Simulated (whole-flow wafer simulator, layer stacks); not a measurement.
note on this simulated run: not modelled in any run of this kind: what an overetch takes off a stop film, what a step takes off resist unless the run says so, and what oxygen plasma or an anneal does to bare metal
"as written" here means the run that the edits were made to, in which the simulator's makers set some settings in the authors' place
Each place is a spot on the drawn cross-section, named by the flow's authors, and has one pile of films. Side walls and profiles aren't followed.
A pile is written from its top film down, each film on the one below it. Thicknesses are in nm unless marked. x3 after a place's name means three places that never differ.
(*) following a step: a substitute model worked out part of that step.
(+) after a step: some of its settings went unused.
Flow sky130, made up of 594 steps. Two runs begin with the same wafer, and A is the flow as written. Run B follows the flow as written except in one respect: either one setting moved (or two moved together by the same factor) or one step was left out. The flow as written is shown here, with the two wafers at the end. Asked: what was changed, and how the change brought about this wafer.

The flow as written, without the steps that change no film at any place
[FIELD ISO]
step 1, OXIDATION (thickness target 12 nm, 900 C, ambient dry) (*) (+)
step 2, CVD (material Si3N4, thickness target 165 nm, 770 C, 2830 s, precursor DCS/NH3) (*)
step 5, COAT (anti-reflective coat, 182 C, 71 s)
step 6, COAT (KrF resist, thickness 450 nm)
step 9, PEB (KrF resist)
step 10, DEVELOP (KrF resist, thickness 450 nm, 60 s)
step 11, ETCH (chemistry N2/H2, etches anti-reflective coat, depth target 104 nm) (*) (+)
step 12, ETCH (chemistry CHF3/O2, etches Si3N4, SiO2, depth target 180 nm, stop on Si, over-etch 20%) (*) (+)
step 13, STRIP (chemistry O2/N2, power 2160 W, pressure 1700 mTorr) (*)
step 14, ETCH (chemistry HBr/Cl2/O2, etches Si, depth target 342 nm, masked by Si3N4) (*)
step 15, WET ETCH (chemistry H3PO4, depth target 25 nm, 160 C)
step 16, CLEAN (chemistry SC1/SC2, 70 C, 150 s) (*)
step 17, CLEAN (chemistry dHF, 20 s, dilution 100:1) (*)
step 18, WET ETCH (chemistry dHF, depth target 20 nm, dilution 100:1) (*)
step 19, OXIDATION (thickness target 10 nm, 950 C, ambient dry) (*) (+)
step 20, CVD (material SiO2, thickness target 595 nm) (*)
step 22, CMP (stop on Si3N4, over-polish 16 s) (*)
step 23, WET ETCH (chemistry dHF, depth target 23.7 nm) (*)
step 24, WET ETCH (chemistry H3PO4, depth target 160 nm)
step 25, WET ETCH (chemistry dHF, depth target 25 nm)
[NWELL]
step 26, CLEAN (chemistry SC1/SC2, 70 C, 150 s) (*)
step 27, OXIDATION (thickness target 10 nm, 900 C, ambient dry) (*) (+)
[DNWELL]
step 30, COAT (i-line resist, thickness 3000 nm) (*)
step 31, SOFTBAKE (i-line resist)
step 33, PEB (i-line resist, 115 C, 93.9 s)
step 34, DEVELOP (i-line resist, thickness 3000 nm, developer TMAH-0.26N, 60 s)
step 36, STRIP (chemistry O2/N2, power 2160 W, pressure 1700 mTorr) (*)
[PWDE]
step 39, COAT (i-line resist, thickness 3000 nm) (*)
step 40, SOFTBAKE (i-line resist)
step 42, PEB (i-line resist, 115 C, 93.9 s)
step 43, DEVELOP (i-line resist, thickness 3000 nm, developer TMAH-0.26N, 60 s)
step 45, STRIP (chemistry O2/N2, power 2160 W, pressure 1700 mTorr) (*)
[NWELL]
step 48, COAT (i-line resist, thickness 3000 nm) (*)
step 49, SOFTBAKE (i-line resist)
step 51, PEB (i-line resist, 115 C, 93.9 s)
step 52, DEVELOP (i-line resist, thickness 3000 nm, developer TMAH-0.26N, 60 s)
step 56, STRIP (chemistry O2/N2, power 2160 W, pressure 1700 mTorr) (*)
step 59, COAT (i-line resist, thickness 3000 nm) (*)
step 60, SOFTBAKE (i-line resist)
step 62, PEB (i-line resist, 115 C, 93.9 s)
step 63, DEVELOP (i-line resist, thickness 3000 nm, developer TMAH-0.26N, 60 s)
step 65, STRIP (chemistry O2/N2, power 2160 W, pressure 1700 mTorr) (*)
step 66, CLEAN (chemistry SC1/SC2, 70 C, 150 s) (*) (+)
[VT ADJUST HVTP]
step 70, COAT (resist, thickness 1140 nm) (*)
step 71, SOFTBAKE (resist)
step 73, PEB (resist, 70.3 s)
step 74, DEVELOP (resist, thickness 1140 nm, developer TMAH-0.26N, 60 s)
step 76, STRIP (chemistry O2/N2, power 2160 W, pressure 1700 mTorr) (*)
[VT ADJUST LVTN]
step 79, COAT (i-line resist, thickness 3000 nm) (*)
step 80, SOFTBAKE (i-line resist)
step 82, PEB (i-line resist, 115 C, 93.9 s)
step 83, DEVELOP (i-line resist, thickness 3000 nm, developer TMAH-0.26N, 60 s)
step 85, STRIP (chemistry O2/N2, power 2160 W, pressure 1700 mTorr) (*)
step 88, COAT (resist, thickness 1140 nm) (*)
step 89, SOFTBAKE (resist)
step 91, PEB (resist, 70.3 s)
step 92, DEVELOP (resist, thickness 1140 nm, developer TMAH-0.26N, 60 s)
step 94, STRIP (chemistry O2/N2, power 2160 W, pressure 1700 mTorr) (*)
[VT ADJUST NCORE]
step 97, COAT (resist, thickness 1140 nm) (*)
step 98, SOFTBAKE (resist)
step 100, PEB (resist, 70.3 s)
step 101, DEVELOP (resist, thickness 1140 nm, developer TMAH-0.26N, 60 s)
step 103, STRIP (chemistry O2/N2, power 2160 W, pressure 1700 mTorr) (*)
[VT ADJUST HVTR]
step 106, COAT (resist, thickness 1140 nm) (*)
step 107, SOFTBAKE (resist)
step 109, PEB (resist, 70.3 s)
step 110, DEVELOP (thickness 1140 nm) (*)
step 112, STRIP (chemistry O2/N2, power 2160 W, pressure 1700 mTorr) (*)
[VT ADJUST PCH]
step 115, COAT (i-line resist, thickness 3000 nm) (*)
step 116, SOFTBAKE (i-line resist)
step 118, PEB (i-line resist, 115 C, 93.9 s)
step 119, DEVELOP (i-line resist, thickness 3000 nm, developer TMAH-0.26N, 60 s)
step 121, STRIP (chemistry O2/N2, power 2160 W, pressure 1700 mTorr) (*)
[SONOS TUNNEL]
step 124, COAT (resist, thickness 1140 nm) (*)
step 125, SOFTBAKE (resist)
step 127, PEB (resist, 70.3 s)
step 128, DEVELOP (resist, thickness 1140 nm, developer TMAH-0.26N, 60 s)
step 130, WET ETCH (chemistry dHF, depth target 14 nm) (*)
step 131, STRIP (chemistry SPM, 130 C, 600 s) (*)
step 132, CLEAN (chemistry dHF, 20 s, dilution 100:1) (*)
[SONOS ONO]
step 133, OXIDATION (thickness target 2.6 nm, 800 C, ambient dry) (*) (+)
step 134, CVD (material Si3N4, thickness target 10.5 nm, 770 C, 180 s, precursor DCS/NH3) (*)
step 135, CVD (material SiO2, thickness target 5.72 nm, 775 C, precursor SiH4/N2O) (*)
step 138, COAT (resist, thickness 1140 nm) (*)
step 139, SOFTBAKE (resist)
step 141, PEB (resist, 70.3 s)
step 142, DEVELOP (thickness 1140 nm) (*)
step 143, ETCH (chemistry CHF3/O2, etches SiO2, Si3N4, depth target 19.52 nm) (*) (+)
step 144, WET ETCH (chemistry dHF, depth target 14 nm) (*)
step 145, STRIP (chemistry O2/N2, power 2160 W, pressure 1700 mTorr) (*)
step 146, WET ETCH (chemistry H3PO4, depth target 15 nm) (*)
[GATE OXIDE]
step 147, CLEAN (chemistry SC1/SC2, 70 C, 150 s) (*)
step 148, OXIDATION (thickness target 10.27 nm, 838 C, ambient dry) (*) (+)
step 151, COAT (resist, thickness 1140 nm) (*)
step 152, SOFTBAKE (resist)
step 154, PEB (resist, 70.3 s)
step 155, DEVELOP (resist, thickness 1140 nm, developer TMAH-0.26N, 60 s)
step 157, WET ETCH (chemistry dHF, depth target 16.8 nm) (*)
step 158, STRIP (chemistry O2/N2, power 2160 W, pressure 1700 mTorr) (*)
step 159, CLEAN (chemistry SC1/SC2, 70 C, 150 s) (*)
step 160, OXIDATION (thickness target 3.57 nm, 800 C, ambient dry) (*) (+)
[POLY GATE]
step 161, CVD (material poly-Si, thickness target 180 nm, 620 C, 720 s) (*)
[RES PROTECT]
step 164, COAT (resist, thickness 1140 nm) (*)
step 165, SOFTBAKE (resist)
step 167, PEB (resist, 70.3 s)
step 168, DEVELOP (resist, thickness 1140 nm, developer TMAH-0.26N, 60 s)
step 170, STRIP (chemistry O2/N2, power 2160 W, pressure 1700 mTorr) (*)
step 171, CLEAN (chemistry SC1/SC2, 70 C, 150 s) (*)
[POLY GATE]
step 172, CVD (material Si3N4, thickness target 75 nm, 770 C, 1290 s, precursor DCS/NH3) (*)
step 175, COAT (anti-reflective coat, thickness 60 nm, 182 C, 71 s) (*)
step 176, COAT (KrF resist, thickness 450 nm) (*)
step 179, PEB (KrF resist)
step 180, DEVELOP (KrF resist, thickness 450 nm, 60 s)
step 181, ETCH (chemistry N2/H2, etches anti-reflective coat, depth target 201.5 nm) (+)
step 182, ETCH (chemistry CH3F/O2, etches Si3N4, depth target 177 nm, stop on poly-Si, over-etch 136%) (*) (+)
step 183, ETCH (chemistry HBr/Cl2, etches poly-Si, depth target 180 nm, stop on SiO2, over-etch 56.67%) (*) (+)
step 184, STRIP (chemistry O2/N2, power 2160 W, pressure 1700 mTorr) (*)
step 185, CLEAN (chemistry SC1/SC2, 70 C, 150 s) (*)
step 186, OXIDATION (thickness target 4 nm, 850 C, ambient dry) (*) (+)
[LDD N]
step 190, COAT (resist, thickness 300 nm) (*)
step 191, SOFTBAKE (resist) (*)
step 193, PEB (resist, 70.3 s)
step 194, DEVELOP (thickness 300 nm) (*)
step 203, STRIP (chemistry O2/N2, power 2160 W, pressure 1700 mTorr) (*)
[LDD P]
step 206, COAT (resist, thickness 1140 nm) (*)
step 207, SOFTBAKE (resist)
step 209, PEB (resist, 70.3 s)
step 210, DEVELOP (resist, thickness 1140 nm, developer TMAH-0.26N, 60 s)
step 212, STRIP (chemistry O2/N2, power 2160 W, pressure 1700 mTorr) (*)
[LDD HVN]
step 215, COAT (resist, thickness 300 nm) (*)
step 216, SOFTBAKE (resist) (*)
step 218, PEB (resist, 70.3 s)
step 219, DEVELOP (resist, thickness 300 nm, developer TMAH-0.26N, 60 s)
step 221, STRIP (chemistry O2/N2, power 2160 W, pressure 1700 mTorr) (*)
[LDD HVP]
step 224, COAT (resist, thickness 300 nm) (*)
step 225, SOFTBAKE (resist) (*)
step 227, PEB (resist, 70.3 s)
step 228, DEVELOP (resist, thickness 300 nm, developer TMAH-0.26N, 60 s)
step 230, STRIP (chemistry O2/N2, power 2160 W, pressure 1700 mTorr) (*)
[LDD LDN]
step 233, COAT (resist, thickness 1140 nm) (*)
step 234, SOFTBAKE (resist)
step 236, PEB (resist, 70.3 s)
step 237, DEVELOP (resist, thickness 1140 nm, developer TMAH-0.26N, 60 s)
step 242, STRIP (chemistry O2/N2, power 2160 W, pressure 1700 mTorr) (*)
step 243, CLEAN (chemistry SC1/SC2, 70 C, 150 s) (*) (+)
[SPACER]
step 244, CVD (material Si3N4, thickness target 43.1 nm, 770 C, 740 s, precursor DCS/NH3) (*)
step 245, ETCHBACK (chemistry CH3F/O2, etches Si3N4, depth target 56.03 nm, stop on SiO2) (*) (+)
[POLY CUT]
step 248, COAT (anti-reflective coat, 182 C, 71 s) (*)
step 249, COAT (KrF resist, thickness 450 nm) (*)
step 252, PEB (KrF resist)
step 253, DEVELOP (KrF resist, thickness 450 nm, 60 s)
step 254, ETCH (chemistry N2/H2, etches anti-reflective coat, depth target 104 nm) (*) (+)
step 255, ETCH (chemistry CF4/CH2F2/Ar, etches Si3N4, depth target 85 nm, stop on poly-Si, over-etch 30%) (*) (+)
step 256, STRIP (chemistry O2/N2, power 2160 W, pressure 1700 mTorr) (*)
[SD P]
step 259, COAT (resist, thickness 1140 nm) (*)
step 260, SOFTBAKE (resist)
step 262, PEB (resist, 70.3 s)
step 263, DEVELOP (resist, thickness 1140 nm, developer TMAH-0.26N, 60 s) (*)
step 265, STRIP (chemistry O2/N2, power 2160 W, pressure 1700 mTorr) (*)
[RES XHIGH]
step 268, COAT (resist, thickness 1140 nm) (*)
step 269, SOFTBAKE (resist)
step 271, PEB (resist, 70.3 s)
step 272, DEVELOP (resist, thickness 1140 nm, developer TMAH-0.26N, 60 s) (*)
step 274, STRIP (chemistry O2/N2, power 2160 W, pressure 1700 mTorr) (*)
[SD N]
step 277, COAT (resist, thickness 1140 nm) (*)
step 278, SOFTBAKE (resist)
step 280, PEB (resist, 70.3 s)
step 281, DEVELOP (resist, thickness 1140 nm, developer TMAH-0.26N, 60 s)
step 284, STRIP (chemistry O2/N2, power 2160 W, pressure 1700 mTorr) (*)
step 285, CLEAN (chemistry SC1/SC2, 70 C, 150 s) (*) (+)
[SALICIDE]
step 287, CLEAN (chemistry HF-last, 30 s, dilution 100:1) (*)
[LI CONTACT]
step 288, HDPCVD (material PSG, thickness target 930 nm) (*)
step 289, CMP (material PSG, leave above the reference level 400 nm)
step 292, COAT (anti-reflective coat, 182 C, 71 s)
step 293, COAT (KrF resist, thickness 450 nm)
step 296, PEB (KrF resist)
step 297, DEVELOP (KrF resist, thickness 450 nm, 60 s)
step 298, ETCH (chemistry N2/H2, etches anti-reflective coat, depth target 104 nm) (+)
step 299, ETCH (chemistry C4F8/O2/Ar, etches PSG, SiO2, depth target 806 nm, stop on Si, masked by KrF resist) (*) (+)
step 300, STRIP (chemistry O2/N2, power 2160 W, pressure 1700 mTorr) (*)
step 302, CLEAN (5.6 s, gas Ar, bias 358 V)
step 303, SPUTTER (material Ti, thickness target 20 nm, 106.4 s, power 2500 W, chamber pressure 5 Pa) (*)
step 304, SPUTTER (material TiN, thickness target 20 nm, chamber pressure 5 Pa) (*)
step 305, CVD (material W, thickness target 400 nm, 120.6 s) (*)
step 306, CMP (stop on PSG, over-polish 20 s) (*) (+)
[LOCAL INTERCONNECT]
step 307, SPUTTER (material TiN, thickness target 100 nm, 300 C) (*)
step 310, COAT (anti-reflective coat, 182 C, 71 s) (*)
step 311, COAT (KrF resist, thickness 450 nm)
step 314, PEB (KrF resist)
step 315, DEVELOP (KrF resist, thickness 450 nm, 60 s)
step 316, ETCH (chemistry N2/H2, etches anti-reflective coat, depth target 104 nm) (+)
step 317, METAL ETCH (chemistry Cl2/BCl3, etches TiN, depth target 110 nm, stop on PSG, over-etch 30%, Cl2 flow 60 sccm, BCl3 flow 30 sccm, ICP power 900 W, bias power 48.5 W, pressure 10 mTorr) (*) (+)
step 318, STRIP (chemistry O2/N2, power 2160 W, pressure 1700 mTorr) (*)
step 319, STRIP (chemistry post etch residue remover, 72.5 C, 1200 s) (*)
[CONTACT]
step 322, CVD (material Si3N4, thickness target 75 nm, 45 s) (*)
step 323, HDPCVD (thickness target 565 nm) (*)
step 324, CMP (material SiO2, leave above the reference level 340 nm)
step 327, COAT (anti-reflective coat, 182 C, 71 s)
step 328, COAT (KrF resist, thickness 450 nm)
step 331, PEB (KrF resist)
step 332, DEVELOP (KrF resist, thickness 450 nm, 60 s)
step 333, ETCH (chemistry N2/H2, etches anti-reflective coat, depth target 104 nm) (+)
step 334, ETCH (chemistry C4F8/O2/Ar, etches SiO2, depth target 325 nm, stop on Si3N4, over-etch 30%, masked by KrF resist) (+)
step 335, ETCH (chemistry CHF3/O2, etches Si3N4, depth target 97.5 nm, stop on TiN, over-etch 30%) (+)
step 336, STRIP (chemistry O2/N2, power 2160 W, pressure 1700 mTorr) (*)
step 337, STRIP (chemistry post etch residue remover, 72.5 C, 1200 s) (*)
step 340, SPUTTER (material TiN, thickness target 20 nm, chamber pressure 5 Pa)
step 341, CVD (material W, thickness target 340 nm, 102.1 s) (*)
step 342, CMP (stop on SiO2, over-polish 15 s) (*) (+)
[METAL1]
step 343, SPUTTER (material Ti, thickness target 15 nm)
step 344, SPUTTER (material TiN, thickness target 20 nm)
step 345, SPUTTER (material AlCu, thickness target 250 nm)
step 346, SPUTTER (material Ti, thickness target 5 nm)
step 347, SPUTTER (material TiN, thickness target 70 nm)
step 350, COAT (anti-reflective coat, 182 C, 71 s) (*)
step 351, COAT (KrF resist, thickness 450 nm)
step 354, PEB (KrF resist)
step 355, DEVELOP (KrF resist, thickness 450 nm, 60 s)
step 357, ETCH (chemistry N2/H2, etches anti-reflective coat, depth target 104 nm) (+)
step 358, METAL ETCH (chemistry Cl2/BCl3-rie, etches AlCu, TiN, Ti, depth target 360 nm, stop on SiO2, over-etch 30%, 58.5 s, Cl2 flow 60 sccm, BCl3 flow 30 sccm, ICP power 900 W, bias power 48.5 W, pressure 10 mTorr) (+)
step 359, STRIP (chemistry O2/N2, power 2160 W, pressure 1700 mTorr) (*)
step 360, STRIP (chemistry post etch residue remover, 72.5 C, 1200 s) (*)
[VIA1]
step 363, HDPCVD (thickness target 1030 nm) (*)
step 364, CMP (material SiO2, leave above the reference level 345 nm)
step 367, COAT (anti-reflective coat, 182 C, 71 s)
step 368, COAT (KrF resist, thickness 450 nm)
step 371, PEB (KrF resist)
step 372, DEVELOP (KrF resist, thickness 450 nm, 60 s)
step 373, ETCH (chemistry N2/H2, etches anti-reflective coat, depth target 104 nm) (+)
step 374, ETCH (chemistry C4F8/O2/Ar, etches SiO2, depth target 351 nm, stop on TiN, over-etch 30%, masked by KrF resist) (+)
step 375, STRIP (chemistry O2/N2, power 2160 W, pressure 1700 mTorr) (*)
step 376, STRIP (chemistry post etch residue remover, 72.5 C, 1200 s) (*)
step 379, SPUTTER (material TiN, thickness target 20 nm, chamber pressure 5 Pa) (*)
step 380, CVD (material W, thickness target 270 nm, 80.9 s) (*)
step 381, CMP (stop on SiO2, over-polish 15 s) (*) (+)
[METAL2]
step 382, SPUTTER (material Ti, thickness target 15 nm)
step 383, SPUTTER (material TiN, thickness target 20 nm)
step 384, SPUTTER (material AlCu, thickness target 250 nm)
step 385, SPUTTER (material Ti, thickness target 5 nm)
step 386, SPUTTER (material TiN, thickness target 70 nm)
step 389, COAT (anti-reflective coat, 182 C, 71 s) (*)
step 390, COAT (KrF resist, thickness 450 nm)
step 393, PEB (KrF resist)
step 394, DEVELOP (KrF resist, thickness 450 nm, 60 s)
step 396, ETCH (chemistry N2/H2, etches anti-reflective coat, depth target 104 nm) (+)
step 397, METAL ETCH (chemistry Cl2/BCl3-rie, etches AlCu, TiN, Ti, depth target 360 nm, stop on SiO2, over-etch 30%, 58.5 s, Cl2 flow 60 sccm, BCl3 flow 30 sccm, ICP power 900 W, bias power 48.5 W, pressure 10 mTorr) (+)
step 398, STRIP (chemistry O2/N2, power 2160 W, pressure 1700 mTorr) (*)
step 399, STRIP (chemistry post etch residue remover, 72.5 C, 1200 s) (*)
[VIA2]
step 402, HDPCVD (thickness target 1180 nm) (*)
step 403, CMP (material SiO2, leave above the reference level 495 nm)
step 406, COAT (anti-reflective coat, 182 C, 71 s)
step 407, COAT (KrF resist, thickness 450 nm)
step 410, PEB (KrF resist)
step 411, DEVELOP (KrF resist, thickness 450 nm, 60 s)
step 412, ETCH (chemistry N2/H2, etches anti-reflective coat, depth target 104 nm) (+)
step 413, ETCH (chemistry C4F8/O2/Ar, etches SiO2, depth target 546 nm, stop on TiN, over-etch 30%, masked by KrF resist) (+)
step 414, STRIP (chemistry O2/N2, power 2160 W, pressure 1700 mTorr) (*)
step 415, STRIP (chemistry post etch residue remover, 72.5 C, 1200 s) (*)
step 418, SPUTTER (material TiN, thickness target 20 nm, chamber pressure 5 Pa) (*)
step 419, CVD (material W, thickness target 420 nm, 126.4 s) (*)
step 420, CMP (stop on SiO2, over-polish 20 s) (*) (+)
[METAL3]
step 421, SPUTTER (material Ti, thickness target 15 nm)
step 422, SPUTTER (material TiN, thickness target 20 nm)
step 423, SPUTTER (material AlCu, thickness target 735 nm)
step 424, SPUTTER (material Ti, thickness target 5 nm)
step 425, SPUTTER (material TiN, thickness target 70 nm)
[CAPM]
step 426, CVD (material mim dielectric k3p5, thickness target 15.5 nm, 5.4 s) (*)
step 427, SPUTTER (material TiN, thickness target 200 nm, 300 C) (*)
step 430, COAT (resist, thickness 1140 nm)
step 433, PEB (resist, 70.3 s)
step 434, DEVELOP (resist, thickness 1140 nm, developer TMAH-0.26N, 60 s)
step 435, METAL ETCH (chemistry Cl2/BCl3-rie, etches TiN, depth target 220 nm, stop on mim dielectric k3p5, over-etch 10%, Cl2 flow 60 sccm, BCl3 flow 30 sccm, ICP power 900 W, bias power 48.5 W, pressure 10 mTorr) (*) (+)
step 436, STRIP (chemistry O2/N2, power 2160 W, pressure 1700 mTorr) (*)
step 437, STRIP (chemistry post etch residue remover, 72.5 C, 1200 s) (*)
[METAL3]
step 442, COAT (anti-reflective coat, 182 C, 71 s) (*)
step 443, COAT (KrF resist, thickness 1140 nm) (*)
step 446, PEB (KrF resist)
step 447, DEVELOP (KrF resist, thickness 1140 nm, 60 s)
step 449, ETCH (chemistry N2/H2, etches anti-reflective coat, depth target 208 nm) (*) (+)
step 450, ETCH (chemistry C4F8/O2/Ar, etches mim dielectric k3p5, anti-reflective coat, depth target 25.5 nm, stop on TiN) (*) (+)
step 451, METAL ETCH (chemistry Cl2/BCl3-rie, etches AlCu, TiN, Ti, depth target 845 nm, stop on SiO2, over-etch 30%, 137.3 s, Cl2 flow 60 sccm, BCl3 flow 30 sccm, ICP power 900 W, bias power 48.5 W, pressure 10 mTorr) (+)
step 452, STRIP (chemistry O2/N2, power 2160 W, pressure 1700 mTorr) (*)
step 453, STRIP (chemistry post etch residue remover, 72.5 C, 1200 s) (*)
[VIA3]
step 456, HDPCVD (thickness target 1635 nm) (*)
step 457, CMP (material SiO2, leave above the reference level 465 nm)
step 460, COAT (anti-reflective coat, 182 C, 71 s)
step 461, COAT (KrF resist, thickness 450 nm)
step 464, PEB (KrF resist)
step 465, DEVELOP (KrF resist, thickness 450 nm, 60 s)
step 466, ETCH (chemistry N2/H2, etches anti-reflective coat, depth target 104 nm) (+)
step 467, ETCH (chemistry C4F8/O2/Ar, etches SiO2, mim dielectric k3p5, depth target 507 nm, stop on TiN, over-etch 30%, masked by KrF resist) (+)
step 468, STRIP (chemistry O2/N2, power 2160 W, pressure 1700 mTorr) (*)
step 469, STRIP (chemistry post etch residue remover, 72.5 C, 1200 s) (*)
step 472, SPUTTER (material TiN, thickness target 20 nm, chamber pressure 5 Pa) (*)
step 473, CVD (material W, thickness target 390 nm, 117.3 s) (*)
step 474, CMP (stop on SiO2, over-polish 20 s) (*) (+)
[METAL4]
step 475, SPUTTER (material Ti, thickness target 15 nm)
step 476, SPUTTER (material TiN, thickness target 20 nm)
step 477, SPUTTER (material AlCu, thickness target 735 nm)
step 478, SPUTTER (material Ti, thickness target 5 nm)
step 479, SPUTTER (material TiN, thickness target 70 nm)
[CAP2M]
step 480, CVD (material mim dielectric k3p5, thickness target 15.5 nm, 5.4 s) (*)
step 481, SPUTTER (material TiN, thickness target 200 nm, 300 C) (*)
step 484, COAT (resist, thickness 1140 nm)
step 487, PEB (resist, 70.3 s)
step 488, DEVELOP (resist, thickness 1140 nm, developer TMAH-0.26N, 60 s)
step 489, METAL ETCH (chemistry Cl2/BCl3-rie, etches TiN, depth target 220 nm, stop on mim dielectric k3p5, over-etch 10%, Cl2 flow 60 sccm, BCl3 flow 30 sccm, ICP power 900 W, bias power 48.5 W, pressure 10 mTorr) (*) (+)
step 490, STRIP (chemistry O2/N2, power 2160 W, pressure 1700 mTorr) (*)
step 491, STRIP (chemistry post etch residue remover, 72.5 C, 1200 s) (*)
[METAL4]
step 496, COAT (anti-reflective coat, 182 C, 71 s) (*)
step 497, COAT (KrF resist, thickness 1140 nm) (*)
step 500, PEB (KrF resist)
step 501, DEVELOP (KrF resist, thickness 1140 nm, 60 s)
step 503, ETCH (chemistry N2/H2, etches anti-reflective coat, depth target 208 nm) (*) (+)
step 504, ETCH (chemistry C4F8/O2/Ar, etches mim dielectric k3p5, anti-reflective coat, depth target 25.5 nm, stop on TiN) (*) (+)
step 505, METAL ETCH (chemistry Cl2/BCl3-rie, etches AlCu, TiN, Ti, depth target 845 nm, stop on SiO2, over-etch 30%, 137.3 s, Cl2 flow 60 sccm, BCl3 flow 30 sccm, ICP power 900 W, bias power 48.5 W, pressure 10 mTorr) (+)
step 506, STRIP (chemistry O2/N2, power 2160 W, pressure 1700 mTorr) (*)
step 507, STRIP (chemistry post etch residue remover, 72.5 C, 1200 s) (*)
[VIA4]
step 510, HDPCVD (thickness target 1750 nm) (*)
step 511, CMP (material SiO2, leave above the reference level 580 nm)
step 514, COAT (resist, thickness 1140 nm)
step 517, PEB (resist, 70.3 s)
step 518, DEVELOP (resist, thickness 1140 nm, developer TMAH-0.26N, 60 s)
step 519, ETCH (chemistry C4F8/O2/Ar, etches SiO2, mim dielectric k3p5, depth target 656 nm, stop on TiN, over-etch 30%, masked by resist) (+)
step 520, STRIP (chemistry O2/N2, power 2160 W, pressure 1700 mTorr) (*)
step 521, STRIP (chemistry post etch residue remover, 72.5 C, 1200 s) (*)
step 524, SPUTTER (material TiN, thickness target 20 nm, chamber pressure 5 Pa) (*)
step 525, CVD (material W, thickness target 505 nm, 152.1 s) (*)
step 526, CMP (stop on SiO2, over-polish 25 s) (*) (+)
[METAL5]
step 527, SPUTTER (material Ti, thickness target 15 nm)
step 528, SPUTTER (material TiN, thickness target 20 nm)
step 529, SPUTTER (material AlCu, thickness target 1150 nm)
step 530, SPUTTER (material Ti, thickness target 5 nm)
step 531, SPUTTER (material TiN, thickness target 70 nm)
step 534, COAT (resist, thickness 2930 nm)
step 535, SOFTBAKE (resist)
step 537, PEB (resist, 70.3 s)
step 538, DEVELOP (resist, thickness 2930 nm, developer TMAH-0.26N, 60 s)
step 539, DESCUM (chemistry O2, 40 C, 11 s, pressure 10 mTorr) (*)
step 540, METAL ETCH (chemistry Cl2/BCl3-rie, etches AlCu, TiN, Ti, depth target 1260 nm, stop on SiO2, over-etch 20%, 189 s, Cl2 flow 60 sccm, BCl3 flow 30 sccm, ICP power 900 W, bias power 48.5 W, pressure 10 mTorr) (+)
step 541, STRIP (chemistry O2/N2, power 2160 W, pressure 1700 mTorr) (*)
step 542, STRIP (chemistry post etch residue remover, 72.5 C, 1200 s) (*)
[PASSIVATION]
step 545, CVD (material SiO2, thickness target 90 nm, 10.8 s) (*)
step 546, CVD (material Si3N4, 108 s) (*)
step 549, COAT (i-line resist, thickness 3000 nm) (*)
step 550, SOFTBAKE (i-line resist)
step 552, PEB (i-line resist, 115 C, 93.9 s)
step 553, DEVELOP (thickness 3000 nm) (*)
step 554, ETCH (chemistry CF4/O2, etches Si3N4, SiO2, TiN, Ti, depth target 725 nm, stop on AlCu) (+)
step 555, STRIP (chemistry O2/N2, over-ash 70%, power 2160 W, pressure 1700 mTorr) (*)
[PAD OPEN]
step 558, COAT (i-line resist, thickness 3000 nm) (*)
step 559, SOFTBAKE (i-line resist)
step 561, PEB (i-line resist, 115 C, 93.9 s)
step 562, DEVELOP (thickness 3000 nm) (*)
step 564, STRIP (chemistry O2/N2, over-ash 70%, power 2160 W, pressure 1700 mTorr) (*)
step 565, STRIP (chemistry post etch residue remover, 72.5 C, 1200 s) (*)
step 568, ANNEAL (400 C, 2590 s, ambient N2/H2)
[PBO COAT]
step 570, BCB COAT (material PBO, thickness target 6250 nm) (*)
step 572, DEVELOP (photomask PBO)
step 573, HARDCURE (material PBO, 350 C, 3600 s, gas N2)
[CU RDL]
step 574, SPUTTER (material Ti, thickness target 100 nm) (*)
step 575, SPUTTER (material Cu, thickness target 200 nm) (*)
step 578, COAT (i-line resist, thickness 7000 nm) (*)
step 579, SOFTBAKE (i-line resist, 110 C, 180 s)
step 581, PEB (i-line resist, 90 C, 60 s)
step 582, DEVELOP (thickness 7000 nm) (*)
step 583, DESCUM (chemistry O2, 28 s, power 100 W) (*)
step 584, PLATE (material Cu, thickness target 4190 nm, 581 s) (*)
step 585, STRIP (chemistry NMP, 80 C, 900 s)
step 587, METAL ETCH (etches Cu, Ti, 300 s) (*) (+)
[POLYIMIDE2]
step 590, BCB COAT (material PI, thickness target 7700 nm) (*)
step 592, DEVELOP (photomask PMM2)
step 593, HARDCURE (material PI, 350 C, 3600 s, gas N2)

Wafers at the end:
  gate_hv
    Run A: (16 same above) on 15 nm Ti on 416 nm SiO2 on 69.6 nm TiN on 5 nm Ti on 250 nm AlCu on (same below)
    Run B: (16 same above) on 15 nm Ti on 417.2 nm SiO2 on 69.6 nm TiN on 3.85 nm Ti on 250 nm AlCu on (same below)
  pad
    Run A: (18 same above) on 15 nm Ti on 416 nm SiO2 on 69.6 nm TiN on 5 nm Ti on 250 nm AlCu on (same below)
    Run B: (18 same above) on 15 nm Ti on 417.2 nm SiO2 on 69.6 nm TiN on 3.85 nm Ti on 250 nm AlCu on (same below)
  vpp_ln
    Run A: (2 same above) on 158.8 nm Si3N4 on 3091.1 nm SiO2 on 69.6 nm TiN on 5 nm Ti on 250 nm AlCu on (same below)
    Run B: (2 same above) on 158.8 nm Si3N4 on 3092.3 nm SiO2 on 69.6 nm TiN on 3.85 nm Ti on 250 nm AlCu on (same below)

What caused this: step 385, SPUTTER: thickness target 3.85 nm was run, whereas the flow has thickness target 5 nm.
The wafer itself shows it: gate_hv has Ti 3.85, and step 385 as written asks for 5 nm.

The path from the change to this, step by step:
  step 385, SPUTTER (material Ti, thickness target 5 nm)
      field, active, n_well and 188 more: A Ti gains 5 (new film) | B Ti gains 3.85 (new film)
  step 397, METAL ETCH (chemistry Cl2/BCl3-rie, etches AlCu, TiN, Ti, depth target 360 nm, stop on SiO2, over-etch 30%, 58.5 s, Cl2 flow 60 sccm, BCl3 flow 30 sccm, ICP power 900 W, bias power 48.5 W, pressure 10 mTorr) (+)
      field, active, gate and 82 more: A TiN loses 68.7 (all of it), Ti loses 5 (all of it), AlCu loses 250 (all of it), TiN loses 20 (all of it), Ti loses 15 (all of it), SiO2 loses 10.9 | B TiN loses 68.7 (all of it), Ti loses 3.85 (all of it), AlCu loses 250 (all of it), TiN loses 20 (all of it), Ti loses 15 (all of it), SiO2 loses 11
